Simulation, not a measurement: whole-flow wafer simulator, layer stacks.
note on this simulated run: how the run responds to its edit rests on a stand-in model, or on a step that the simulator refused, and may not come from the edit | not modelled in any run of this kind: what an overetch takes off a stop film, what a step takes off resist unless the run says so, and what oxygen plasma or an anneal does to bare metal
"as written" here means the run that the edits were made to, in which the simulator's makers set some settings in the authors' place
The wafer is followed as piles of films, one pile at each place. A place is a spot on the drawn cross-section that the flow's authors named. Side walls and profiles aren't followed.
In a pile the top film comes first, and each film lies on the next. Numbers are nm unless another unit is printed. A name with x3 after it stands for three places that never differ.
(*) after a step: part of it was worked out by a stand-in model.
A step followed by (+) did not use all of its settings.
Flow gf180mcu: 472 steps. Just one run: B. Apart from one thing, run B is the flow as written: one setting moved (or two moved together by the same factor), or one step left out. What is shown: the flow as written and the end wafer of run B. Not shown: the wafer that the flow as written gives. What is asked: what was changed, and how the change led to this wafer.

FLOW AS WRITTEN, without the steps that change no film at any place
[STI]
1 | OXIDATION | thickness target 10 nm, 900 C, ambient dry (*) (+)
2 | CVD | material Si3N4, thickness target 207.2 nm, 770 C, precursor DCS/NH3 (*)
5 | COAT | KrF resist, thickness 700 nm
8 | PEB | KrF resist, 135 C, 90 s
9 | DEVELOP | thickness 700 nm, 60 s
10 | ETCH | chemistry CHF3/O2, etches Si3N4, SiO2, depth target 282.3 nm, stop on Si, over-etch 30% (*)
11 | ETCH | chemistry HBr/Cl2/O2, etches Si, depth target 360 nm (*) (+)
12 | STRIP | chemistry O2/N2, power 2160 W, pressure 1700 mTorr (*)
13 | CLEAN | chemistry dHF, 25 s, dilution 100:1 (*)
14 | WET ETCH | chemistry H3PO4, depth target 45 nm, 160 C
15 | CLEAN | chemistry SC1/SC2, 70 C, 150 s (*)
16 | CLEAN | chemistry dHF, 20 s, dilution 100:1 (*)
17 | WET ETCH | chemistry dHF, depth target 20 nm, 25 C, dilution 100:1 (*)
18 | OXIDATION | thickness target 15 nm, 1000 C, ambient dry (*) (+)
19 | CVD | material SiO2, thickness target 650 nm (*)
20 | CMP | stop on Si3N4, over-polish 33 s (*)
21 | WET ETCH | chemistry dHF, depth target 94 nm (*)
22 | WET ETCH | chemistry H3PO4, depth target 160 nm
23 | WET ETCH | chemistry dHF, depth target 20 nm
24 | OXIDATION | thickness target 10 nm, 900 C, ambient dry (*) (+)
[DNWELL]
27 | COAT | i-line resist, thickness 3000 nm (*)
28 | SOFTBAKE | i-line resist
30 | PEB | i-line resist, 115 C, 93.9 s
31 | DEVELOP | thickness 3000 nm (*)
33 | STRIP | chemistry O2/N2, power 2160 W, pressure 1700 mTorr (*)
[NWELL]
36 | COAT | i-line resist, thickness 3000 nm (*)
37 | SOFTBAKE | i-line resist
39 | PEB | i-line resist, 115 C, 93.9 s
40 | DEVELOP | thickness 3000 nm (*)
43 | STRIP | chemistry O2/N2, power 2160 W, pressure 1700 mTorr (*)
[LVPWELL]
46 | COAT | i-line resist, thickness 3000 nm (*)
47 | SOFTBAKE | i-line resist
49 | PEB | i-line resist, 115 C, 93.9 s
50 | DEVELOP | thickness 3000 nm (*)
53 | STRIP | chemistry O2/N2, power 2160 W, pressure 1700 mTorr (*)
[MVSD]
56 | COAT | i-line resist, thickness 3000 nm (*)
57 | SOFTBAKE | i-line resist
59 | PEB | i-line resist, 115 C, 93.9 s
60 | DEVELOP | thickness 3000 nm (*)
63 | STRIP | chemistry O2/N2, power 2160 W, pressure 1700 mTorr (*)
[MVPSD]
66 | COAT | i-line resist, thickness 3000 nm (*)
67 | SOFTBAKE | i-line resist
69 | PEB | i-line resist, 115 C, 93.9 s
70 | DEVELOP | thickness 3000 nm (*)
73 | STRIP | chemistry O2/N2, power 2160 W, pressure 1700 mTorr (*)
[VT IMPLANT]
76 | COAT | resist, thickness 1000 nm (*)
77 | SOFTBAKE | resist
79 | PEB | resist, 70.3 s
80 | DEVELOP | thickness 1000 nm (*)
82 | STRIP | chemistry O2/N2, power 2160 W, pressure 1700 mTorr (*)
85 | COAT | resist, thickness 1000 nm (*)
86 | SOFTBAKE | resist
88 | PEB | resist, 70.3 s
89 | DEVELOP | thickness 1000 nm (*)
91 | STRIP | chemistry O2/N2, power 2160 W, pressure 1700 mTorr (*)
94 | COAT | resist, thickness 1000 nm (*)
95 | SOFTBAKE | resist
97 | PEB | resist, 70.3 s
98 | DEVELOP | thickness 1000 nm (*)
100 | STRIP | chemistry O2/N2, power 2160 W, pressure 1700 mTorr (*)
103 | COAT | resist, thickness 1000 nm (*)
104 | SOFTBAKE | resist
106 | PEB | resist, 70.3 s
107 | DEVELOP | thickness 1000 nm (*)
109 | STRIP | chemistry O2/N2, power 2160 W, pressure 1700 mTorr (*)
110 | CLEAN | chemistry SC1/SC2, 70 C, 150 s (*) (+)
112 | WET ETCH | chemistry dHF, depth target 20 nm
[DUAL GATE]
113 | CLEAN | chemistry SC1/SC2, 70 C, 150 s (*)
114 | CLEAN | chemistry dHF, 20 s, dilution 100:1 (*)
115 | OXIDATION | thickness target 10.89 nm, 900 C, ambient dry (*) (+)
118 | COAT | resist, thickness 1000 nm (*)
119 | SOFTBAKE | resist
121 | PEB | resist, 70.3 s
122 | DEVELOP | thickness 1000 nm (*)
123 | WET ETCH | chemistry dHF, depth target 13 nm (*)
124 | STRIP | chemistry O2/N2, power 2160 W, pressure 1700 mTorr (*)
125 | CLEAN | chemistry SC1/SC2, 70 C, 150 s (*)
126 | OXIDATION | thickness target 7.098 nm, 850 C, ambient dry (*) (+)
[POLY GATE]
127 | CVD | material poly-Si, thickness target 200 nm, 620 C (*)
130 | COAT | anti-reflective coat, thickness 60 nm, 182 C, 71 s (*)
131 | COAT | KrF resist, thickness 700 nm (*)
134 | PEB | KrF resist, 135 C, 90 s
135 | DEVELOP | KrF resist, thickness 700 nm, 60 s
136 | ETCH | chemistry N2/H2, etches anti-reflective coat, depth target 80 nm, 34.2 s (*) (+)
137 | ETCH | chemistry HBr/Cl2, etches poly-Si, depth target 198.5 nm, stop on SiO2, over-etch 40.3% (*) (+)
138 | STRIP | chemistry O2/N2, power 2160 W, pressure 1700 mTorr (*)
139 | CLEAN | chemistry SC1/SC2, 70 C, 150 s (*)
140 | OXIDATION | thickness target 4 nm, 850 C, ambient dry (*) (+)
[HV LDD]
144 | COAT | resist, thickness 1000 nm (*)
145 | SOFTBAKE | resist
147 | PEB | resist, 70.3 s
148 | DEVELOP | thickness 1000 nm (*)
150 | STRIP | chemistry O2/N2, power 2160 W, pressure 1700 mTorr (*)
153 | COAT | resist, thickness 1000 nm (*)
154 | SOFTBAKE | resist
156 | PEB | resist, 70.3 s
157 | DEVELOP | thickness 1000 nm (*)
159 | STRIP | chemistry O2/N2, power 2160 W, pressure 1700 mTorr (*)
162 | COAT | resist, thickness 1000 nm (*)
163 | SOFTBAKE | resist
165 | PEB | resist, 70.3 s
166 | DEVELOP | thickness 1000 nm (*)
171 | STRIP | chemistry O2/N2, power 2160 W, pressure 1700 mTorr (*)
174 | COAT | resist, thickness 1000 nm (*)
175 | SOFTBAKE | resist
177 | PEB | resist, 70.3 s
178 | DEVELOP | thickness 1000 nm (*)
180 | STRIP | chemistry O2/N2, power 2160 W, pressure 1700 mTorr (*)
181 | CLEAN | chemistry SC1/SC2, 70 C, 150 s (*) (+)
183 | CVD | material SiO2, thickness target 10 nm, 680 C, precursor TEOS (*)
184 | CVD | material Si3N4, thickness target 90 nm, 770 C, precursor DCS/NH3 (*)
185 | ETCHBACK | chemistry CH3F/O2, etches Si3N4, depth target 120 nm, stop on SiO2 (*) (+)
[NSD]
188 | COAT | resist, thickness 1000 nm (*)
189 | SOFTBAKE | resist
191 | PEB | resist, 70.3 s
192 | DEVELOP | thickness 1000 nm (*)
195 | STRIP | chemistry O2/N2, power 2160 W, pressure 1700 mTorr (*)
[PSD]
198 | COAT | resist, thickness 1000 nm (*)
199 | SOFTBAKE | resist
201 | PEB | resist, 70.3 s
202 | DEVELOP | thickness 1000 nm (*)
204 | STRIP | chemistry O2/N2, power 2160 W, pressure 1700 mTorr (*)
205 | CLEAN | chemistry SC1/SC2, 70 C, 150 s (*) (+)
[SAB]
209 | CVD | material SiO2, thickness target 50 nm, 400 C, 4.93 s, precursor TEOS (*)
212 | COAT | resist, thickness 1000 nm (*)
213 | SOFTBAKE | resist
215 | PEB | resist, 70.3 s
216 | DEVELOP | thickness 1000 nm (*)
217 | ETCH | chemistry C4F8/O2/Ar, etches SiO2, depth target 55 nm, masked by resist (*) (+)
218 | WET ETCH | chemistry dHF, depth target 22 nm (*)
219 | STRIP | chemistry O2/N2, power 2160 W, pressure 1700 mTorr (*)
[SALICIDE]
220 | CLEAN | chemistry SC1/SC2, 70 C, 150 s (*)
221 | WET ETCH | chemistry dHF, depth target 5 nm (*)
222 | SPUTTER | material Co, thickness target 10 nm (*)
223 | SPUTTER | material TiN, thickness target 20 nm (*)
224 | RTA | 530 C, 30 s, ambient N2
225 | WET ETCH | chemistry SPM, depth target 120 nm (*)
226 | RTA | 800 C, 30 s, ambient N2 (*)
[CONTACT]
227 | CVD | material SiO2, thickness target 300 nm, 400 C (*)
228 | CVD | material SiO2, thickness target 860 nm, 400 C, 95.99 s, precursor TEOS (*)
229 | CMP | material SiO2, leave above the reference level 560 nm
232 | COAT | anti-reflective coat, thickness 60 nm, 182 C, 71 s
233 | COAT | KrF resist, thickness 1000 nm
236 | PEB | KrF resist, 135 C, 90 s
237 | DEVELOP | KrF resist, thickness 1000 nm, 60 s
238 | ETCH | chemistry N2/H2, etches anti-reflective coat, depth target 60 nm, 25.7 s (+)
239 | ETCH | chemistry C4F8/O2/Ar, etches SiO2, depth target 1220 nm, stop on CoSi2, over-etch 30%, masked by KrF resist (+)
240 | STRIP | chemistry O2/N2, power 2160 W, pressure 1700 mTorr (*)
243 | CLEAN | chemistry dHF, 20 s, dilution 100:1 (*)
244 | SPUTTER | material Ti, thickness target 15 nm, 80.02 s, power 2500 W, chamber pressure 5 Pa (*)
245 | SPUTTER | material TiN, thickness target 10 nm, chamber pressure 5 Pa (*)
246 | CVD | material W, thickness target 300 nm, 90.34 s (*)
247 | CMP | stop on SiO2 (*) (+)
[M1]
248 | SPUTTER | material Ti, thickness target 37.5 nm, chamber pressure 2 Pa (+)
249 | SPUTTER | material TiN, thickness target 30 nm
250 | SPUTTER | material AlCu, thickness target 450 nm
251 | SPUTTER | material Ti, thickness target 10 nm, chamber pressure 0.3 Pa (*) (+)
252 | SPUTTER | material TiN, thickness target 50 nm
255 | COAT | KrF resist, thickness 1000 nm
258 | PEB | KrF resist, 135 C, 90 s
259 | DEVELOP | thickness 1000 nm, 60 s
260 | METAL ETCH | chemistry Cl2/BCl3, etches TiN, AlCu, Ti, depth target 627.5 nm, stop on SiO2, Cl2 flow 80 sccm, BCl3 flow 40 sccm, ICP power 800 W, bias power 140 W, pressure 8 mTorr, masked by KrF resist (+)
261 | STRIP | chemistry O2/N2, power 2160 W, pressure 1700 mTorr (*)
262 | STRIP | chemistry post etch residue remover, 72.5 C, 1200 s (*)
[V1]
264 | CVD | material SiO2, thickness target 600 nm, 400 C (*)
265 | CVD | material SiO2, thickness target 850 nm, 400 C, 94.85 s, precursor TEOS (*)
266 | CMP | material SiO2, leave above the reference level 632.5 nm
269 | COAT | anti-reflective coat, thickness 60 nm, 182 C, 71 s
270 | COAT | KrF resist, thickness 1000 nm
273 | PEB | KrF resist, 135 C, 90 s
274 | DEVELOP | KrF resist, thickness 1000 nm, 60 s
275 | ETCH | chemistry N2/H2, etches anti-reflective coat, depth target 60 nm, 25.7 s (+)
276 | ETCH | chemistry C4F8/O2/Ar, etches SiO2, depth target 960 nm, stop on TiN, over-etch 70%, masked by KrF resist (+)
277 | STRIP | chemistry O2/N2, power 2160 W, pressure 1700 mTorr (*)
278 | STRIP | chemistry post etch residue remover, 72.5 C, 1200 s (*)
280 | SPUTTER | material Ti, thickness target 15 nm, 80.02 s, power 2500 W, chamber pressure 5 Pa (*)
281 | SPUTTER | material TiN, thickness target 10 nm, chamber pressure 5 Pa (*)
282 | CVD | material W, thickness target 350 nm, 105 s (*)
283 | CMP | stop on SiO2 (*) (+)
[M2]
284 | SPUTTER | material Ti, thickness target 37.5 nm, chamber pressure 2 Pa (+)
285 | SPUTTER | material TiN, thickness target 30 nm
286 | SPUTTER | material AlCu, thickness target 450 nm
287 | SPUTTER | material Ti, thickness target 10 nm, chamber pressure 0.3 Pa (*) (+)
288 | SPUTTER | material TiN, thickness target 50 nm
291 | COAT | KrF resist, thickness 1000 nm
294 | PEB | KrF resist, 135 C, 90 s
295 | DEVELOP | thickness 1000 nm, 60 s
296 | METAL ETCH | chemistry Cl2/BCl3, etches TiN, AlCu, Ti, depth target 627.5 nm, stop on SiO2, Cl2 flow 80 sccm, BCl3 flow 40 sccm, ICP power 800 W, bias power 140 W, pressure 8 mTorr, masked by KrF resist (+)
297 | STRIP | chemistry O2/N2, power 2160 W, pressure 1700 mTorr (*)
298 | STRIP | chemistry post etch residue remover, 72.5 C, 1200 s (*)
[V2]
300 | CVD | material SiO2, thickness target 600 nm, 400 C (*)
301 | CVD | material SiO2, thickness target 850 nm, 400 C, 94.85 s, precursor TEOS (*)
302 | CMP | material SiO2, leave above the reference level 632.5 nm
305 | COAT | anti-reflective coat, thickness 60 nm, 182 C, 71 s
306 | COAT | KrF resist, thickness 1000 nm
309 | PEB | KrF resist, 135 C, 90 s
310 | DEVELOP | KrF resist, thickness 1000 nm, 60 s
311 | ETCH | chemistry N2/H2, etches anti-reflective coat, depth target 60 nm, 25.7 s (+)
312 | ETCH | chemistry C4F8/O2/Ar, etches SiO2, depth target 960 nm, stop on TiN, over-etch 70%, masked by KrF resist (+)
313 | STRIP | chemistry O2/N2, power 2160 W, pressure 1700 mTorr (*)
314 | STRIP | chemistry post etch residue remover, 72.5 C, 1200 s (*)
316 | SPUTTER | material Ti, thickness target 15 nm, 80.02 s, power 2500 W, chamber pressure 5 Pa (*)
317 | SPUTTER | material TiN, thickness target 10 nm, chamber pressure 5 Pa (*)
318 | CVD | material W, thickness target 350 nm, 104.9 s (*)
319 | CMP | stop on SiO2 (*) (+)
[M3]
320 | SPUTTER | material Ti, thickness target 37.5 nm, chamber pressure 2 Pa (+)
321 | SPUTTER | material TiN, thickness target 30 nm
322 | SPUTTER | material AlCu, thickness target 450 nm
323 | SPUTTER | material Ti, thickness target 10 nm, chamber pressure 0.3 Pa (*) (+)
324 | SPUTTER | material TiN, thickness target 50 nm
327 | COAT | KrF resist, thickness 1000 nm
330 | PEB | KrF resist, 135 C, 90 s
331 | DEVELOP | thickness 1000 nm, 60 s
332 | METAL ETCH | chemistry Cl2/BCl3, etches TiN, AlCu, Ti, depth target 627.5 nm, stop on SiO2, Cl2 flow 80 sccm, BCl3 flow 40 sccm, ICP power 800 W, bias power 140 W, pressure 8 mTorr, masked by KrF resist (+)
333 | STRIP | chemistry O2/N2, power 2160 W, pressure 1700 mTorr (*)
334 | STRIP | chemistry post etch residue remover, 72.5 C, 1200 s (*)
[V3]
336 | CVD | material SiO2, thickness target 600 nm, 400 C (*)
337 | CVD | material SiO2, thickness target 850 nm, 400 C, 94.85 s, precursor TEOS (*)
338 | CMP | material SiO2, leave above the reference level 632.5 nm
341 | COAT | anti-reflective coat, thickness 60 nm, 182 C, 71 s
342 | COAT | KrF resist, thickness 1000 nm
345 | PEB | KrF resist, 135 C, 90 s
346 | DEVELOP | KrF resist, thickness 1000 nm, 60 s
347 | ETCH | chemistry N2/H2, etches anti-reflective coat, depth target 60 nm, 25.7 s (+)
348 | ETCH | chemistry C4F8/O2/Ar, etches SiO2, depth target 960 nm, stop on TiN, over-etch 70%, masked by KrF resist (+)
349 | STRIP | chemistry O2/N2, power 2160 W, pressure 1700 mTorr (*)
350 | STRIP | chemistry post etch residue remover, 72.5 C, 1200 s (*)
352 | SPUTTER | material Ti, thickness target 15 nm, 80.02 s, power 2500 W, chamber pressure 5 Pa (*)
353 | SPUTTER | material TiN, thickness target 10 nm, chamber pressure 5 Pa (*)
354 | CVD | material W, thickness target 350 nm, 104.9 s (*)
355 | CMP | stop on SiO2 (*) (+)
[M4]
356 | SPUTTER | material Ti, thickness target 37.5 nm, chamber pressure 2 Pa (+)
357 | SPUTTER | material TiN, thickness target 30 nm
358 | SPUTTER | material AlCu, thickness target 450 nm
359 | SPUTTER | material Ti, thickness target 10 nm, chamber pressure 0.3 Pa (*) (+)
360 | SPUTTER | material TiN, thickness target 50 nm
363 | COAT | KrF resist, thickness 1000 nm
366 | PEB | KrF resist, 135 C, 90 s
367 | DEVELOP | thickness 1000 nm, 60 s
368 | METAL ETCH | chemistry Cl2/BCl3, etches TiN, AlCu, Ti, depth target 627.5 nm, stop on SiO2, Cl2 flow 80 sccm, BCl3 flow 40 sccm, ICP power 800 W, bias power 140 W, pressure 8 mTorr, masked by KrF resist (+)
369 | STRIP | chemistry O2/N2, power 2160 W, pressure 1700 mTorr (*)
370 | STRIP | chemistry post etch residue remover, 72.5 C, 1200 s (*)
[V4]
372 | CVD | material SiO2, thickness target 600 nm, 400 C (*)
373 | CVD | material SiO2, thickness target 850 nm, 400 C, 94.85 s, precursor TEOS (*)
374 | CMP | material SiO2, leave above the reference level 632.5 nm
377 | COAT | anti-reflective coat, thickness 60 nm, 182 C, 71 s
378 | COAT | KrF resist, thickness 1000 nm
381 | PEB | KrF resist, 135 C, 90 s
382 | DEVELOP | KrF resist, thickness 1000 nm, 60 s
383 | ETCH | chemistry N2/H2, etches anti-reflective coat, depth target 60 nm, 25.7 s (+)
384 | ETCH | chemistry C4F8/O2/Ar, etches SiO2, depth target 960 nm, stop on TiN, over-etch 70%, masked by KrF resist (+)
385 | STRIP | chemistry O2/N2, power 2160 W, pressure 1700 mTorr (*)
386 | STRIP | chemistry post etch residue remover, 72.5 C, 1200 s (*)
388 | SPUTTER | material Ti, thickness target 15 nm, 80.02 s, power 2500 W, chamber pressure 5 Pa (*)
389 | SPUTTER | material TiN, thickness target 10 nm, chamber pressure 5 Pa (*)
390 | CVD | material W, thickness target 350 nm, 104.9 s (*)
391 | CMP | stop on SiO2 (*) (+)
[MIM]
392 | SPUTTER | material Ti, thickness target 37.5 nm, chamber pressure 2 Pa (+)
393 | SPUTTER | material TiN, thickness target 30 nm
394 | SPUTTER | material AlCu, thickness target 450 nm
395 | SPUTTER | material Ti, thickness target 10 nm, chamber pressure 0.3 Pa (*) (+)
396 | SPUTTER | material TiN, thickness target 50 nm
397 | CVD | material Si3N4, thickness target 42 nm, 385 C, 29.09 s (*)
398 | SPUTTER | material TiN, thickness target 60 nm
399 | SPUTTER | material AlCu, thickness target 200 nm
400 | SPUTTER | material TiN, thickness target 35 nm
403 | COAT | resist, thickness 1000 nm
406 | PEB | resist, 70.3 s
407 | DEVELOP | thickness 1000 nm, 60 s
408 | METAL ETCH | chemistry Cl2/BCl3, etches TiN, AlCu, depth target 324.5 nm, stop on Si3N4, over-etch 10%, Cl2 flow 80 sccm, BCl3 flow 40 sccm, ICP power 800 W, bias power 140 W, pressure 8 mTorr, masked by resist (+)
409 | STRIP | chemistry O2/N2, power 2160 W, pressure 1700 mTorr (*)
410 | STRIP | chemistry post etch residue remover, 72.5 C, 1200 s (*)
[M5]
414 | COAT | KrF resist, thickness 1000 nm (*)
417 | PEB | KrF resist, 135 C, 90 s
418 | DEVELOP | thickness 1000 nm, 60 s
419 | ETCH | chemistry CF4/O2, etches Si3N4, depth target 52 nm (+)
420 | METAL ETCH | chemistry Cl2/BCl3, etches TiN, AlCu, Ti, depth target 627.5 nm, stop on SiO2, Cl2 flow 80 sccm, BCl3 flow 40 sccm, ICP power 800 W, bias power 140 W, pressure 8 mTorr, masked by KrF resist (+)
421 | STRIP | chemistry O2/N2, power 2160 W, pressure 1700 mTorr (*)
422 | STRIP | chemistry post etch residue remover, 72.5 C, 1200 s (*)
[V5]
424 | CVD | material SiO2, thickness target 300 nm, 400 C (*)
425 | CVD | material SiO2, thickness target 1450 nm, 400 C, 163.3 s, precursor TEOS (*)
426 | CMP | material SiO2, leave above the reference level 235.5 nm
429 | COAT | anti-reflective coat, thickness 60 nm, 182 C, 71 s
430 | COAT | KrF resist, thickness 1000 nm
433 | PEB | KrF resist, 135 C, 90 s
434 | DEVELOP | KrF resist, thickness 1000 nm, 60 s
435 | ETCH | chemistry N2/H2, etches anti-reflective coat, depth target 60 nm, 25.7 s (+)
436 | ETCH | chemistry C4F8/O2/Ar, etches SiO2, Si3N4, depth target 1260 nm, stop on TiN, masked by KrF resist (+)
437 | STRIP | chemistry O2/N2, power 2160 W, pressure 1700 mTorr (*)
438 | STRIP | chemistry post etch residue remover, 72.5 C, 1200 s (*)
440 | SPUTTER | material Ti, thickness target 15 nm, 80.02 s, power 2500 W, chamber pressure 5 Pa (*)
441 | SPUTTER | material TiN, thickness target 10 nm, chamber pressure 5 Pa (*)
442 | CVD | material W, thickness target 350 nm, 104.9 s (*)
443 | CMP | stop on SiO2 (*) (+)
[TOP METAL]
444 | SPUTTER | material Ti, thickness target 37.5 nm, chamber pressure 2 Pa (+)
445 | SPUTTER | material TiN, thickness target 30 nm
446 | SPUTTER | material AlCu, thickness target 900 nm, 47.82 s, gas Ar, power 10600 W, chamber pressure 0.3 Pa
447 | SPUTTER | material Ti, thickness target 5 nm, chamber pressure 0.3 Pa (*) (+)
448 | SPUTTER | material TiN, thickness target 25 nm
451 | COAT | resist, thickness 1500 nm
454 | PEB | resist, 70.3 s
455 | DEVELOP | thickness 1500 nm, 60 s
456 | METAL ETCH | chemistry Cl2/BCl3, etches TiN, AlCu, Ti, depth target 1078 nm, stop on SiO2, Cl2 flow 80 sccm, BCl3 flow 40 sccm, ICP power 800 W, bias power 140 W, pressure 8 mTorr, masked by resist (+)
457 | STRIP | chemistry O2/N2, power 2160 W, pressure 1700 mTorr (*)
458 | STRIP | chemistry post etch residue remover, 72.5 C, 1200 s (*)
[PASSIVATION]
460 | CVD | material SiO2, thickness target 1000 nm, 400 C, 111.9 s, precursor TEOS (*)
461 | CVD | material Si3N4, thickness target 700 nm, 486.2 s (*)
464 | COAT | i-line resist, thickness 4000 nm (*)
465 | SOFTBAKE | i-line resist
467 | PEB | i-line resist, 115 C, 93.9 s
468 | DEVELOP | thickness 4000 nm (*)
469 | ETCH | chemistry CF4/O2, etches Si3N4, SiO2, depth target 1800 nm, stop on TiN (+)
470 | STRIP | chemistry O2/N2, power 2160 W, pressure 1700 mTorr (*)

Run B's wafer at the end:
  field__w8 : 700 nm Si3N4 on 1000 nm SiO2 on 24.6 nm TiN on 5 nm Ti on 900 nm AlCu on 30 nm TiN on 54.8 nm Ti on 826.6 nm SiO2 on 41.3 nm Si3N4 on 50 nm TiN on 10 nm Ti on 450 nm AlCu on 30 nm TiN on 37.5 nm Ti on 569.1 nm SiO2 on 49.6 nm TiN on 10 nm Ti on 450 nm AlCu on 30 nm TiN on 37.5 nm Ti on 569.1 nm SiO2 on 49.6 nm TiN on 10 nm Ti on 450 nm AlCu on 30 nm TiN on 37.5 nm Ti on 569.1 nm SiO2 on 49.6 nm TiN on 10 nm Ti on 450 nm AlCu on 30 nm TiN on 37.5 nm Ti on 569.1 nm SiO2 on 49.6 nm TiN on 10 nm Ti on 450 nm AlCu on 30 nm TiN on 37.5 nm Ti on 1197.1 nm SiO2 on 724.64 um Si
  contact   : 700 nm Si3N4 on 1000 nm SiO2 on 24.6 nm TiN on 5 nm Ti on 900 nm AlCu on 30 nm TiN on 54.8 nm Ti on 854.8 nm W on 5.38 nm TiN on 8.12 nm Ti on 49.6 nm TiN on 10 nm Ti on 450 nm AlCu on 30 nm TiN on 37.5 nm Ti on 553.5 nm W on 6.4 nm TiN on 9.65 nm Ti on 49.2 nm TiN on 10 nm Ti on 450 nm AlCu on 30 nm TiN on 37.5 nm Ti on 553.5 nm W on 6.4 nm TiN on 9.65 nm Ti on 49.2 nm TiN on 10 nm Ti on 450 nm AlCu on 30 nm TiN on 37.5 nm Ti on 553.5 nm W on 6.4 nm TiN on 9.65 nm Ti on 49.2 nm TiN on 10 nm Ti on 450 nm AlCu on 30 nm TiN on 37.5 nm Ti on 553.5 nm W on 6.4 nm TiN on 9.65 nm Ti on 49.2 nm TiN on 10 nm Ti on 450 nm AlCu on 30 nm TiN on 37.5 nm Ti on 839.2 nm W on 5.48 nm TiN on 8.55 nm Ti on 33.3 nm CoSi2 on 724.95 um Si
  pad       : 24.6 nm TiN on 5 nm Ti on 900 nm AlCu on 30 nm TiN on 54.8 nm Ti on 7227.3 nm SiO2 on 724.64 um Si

Cause: step 444, SPUTTER: thickness target 54.8 nm was run, whereas the flow has thickness target 37.5 nm.
The wafer lets one read it off: field__w8 has Ti 54.8, and step 444 as written asks for 37.5 nm.

The path from the change to this, step by step:
  444 | SPUTTER | material Ti, thickness target 37.5 nm, chamber pressure 2 Pa (+)
      field, field__w1, field__w2 and 109 more: +54.8 Ti (new film) (in the flow as written it would be: +37.5 Ti (new film))
  456 | METAL ETCH | chemistry Cl2/BCl3, etches TiN, AlCu, Ti, depth target 1078 nm, stop on SiO2, Cl2 flow 80 sccm, BCl3 flow 40 sccm, ICP power 800 W, bias power 140 W, pressure 8 mTorr, masked by resist (+)
      field, field__w1, field__w2 and 103 more: -25 TiN (all of it), -5 Ti (all of it), -900 AlCu (all of it), -30 TiN (all of it), -54.8 Ti (all of it) (in the flow as written it would be: -25 TiN (all of it), -5 Ti (all of it), -900 AlCu (all of it), -30 TiN (all of it), -37.5 Ti (all of it))
  465 | SOFTBAKE | i-line resist
      gate: -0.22 i-line resist (in the flow as written it would be: +1.79 i-line resist)
      ld_fp_p, ld_drift_p: +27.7 i-line resist (in the flow as written it would be: +33.8 i-line resist)
      (and at 64 other places as well)
